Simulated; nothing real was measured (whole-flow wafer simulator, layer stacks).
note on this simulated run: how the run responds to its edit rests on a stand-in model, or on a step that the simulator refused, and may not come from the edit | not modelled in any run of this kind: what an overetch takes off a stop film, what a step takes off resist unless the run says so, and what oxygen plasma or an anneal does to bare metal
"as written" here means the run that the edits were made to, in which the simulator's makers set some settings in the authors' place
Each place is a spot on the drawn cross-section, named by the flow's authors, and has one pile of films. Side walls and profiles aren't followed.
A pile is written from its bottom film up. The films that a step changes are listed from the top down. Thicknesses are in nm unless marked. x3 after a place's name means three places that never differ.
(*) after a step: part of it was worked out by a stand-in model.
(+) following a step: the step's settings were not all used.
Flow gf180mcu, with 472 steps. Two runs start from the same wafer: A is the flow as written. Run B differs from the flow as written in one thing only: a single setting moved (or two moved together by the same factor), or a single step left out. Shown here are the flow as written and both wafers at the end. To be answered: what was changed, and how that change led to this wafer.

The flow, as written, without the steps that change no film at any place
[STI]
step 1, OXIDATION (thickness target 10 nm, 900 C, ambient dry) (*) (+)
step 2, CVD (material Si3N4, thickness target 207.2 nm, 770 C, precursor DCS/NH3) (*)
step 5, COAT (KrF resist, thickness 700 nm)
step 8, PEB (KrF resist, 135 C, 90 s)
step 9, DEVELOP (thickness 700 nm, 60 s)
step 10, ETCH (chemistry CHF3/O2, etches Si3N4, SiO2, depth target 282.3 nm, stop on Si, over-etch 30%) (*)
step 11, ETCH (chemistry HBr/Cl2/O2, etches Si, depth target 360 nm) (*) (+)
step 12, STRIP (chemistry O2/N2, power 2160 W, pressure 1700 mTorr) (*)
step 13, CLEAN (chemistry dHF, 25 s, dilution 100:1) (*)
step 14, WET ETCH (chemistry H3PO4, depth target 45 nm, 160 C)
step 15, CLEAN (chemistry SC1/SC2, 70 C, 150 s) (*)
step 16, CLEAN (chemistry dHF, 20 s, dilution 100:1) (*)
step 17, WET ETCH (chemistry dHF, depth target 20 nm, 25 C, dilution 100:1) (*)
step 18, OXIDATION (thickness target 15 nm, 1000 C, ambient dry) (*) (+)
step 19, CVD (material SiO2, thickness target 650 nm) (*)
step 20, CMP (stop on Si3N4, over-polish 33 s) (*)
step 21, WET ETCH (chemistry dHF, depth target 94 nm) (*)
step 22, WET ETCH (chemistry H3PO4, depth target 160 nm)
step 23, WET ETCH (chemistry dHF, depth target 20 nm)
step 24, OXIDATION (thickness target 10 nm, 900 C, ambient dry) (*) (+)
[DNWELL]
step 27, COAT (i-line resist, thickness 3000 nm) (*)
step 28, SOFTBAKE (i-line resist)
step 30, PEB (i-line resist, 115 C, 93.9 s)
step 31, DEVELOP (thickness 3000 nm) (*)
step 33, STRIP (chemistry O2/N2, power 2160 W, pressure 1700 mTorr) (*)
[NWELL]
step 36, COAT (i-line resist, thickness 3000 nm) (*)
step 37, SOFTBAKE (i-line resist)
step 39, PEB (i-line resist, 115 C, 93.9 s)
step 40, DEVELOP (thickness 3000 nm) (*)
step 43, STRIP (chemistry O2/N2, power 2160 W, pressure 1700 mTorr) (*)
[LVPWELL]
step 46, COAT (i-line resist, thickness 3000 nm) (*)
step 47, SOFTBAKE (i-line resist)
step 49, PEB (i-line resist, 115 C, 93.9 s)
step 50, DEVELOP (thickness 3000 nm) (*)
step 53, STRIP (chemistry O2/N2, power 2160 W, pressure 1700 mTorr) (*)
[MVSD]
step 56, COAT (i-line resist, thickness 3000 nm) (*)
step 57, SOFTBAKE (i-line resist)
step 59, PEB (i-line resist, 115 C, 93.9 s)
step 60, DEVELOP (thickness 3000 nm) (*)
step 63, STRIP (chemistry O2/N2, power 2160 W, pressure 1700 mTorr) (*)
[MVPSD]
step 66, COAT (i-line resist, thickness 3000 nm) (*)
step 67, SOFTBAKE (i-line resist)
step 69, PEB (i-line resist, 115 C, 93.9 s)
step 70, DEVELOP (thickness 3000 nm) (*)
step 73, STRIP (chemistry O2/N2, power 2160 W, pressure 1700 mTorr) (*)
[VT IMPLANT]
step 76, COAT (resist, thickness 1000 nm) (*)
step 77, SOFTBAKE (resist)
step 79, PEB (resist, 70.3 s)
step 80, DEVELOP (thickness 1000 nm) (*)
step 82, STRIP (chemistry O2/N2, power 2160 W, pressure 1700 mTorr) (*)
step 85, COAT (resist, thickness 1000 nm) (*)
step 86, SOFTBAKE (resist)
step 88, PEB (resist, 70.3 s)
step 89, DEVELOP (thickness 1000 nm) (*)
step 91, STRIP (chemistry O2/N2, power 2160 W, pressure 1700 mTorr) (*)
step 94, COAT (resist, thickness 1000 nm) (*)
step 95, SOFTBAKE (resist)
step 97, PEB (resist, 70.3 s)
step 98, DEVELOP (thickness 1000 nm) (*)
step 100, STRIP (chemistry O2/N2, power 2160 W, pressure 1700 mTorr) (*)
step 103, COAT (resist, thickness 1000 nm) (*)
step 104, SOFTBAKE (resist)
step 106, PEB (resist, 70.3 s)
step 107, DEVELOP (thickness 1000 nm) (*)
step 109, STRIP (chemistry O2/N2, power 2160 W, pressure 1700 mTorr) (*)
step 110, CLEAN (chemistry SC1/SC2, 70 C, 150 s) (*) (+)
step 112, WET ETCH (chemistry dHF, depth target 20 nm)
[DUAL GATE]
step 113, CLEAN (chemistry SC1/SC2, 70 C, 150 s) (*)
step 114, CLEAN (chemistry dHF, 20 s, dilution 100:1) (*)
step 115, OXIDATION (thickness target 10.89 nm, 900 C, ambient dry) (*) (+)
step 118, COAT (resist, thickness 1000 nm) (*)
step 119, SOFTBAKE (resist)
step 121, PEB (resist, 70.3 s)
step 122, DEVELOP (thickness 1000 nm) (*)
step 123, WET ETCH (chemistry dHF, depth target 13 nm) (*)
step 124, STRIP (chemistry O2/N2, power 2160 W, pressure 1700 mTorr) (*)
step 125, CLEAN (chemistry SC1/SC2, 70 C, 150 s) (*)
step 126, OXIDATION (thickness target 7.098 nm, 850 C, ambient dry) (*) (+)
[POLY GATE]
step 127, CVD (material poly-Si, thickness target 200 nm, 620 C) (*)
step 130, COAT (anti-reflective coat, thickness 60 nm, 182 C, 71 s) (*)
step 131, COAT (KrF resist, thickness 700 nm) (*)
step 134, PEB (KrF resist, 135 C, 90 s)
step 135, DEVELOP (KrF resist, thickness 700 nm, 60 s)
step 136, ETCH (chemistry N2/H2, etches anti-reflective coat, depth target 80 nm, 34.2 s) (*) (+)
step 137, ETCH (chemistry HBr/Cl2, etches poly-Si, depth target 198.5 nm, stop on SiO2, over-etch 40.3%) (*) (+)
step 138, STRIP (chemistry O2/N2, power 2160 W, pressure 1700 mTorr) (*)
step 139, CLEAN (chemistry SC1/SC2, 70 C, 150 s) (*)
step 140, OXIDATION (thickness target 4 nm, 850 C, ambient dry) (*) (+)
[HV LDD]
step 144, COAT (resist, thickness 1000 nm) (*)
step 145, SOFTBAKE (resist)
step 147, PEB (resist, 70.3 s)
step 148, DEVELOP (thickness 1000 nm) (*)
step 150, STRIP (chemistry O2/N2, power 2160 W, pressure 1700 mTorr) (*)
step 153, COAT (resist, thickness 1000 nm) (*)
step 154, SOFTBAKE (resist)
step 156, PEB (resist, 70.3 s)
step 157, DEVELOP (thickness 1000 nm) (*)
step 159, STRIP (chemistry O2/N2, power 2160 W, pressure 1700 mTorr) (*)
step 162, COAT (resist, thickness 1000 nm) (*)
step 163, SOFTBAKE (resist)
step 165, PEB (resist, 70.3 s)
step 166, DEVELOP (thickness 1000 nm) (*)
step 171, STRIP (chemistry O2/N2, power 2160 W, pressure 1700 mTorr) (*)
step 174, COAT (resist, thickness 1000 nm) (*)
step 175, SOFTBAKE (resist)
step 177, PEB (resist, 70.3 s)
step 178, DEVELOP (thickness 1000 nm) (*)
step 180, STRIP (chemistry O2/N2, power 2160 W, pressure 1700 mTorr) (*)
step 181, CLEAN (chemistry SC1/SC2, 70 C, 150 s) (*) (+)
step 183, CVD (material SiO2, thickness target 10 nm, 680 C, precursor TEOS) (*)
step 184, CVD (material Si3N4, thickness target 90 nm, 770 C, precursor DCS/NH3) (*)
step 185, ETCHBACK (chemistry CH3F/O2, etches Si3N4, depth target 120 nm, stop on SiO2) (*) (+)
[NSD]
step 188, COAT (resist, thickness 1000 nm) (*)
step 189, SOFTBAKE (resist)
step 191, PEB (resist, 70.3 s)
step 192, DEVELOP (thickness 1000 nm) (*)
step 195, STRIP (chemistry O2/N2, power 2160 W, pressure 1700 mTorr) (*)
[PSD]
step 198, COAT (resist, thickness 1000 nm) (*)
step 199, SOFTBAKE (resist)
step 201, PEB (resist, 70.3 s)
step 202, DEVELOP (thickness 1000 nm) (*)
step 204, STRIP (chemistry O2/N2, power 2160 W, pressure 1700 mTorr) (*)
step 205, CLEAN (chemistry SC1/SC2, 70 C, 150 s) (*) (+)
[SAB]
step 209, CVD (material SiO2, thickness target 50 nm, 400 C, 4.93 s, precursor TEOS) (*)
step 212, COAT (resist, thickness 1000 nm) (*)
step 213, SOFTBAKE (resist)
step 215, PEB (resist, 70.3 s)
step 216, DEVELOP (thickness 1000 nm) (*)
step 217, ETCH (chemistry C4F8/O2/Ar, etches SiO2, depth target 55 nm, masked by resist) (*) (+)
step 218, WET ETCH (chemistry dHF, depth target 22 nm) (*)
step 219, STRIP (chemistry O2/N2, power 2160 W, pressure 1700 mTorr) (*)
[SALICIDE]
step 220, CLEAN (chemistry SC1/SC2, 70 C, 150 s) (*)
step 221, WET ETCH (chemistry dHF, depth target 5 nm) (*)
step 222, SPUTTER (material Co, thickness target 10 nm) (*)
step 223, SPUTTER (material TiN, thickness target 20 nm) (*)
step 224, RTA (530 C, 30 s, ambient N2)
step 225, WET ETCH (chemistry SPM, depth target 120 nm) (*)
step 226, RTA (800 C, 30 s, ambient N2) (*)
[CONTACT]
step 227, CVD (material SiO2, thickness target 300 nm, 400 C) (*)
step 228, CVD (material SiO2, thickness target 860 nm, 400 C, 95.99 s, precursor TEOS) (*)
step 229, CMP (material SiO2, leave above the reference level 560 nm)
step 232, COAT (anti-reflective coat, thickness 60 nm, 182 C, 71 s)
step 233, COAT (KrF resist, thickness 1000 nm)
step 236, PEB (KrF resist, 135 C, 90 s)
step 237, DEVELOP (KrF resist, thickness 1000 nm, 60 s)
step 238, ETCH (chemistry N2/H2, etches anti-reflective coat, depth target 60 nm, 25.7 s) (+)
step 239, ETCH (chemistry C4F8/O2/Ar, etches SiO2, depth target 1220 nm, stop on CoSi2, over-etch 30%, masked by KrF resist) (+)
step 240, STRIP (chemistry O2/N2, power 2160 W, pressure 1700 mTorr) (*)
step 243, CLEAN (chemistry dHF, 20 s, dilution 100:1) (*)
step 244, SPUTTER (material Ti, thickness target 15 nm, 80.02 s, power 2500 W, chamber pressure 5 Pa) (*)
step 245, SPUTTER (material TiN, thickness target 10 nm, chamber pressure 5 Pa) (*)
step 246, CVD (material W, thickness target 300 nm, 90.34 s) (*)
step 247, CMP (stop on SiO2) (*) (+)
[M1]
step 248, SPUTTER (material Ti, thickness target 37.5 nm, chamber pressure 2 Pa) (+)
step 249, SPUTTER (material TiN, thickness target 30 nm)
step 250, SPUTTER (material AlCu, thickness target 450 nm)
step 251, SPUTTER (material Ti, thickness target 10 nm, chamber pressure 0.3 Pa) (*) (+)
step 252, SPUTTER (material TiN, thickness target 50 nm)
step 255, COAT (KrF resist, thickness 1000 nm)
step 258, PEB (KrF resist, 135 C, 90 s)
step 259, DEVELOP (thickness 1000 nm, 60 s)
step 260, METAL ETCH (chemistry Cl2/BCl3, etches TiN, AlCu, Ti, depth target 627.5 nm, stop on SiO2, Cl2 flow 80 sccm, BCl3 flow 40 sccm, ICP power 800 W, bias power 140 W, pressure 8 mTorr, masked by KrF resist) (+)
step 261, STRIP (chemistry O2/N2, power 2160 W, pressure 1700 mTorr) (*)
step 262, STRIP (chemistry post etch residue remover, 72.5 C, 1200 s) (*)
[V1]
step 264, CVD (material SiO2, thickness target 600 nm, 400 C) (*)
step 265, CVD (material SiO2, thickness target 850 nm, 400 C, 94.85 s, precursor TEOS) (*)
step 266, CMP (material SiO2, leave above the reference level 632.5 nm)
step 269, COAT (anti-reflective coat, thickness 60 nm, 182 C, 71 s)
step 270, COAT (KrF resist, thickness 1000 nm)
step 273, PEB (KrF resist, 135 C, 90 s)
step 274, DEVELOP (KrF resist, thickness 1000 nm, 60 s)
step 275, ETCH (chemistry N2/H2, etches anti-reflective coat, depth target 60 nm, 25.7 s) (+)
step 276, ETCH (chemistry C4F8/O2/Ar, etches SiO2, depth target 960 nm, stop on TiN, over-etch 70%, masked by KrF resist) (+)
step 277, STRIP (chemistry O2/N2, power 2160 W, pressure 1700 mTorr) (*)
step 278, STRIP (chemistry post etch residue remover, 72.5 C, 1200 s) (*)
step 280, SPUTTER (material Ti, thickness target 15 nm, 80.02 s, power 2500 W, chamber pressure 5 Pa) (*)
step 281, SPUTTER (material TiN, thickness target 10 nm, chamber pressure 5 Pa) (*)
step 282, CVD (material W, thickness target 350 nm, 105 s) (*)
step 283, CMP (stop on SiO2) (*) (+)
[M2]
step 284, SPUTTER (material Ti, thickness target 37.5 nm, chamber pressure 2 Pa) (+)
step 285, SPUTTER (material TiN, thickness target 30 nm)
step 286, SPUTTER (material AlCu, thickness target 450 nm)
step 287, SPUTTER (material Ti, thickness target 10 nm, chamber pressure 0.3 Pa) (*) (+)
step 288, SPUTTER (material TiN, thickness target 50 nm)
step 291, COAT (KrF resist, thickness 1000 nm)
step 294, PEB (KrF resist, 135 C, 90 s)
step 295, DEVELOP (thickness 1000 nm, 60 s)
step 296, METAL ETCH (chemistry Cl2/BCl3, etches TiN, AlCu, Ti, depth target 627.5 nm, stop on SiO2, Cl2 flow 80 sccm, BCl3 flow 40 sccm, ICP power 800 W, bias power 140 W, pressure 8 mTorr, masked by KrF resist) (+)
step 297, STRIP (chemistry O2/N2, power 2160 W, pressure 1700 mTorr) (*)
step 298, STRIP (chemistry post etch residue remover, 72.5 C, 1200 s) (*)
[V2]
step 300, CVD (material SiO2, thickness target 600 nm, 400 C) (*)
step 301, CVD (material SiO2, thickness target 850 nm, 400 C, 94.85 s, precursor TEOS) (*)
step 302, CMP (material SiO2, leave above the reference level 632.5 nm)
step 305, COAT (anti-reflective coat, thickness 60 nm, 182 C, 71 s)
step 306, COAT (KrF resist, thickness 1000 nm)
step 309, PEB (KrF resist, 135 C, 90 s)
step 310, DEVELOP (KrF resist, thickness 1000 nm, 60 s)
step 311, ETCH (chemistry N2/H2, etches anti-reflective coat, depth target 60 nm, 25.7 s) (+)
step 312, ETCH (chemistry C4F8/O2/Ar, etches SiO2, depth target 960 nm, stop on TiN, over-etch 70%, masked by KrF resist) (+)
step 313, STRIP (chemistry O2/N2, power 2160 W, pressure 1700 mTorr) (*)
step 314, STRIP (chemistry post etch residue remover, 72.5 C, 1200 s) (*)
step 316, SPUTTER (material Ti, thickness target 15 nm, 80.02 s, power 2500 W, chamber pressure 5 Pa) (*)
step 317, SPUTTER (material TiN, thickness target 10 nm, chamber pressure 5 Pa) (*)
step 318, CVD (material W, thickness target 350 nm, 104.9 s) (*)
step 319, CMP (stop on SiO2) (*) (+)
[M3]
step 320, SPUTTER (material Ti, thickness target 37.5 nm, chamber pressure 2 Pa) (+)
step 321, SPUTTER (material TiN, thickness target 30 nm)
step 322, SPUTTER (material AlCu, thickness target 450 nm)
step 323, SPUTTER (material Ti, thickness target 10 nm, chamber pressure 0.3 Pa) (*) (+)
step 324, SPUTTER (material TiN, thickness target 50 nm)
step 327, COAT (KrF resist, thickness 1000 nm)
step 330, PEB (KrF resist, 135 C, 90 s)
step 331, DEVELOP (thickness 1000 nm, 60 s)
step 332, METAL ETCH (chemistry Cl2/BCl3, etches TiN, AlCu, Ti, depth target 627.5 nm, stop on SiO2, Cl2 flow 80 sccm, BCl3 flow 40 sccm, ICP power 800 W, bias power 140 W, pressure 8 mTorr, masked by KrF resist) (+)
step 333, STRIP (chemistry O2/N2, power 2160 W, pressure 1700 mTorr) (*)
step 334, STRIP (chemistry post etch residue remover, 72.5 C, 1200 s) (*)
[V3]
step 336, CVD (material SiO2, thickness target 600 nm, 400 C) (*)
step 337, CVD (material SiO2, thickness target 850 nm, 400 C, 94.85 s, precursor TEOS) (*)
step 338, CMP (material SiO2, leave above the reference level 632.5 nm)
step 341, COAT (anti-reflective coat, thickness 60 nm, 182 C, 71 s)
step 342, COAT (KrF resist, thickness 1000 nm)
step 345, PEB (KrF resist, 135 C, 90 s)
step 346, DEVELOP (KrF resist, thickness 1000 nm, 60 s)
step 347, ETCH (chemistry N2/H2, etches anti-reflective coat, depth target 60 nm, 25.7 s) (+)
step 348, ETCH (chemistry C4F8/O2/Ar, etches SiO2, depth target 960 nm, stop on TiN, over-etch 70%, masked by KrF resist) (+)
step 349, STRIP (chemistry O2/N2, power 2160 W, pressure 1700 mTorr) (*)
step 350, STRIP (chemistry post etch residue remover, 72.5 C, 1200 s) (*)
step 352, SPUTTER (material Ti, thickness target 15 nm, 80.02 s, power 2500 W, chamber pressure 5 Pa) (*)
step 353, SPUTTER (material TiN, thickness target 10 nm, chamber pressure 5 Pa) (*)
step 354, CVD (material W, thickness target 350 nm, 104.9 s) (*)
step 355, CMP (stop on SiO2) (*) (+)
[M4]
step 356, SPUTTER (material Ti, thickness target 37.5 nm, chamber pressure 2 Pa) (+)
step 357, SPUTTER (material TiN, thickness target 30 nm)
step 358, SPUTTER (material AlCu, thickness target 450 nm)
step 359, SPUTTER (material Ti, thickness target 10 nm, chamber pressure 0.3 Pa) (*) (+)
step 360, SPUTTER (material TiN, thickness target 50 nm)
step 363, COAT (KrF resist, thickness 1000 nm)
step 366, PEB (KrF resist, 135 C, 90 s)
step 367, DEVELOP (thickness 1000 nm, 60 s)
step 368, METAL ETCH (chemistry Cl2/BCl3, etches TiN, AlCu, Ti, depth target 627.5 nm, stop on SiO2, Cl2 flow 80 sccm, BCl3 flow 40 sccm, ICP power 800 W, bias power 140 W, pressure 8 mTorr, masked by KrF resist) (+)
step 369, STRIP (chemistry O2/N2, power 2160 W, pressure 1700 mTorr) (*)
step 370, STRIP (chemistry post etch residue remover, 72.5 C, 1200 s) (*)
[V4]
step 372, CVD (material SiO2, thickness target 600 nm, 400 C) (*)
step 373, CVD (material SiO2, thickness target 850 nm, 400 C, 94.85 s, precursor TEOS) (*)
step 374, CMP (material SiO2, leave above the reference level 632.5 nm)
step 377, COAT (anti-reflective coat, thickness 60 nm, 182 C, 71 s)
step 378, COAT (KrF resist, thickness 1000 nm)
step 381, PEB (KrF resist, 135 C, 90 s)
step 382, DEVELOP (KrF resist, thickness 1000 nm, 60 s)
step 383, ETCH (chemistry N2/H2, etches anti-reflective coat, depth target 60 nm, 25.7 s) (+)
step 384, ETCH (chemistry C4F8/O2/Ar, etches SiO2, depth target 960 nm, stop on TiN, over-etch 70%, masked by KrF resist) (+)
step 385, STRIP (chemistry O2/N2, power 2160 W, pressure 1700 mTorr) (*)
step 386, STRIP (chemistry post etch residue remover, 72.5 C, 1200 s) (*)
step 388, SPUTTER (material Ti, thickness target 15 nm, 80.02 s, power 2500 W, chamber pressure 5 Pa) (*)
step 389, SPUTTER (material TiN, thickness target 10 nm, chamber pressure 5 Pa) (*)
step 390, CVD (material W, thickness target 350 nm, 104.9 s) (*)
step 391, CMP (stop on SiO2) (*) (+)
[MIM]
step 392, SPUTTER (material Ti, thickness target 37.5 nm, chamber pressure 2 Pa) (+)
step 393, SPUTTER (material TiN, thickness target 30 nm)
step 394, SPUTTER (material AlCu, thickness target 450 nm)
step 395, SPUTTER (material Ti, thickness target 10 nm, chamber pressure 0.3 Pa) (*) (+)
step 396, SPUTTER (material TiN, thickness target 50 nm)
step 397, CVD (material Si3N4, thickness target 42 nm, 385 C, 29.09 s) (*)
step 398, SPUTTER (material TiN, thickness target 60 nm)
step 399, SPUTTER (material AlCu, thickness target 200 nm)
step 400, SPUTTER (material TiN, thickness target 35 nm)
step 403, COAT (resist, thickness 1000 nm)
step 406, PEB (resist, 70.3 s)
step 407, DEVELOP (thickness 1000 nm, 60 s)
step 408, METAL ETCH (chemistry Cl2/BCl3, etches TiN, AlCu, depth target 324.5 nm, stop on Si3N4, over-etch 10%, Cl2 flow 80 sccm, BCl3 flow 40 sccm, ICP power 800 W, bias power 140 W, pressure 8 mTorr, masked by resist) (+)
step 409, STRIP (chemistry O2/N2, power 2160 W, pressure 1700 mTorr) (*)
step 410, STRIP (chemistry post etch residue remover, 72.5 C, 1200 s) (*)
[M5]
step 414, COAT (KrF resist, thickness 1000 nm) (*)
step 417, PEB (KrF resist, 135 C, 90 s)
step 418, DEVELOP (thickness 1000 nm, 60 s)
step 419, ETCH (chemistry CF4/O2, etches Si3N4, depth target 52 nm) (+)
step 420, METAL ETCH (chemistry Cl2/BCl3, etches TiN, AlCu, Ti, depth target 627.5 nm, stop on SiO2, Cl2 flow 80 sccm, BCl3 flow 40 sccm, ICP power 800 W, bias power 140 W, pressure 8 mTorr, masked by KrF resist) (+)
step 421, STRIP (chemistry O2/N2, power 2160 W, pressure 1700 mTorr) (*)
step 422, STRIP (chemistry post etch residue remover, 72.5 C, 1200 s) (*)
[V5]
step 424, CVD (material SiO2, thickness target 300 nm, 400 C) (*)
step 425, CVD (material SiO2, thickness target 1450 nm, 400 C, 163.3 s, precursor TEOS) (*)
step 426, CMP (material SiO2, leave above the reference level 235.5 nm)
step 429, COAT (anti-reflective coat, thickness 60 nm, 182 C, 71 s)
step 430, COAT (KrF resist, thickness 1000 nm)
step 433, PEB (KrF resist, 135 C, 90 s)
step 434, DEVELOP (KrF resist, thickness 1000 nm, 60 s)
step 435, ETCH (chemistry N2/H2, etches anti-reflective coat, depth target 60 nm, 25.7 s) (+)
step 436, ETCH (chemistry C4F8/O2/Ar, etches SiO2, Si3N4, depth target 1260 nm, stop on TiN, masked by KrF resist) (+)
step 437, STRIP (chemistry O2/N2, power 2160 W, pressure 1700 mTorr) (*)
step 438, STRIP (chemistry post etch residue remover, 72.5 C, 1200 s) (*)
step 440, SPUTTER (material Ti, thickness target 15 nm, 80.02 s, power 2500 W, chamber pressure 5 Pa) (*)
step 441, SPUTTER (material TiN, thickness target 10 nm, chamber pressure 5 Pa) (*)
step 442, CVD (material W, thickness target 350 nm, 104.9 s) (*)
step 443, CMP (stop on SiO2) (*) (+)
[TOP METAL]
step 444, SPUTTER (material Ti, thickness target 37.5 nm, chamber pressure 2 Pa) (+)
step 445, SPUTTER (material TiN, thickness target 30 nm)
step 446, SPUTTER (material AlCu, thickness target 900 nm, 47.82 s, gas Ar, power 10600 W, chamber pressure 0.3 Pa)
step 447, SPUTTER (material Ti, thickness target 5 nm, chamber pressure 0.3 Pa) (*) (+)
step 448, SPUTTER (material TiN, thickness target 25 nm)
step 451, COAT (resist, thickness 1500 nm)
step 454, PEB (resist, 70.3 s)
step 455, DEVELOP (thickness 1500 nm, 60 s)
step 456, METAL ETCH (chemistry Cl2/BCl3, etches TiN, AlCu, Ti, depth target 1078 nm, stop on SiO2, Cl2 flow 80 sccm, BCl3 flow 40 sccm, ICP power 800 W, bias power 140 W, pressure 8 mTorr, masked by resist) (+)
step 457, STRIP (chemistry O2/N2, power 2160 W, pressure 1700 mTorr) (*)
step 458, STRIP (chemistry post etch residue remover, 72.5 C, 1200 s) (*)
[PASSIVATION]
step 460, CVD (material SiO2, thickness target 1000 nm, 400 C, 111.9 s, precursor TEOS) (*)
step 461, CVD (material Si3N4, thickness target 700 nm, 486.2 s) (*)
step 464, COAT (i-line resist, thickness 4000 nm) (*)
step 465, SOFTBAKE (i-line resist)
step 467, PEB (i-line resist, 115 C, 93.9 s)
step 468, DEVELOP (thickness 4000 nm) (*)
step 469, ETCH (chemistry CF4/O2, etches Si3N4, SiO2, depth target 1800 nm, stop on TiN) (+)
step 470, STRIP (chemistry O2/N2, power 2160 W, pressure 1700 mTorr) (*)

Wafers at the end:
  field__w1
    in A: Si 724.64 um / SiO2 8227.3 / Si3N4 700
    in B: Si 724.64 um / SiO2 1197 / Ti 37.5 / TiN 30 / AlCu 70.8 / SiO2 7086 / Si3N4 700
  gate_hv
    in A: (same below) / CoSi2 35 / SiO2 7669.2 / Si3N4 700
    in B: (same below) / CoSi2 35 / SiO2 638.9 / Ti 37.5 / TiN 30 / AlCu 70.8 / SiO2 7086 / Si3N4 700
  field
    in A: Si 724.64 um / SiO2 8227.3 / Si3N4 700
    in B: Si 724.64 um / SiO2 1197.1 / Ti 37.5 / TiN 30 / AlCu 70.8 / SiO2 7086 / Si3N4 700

Cause: step 250, SPUTTER: thickness target 644 nm was run, though the flow has thickness target 450 nm.

How this came from the change, step by step:
  step 250, SPUTTER (material AlCu, thickness target 450 nm)
      field, field__w1, field__w2 and 108 more: A +450 AlCu (new film) | B +644 AlCu (new film)
  step 260, METAL ETCH (chemistry Cl2/BCl3, etches TiN, AlCu, Ti, depth target 627.5 nm, stop on SiO2, Cl2 flow 80 sccm, BCl3 flow 40 sccm, ICP power 800 W, bias power 140 W, pressure 8 mTorr, masked by KrF resist) (+)
      field, field__w1, field__w2 and 99 more: A -50 TiN (all of it), -10 Ti (all of it), -450 AlCu (all of it), -30 TiN (all of it), -37.5 Ti (all of it) | B -50 TiN (all of it), -10 Ti (all of it), -567.5 AlCu
  step 262, STRIP (chemistry post etch residue remover, 72.5 C, 1200 s) (*)
      field, field__w1, field__w2 and 99 more: A nothing | B -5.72 AlCu
  step 264, CVD (material SiO2, thickness target 600 nm, 400 C) (*)
      field, field__w1, field__w2 and 99 more: A +600 SiO2 | B +600 SiO2 (new film)
  step 266, CMP (material SiO2, leave above the reference level 632.5 nm)
      field, field__w1, field__w2 and 99 more: A -300 SiO2 | B -244.3 SiO2
With metal films that touch counted as one body, field__w1 has 1 body; the flow as written gives 0 bodies.
With metal films that touch counted as one body, gate_hv has 2 bodies (between them, from the top down: SiO2 638.9); the flow as written gives 1 body.
With metal films that touch counted as one body, field has 1 body; the flow as written gives 0 bodies.
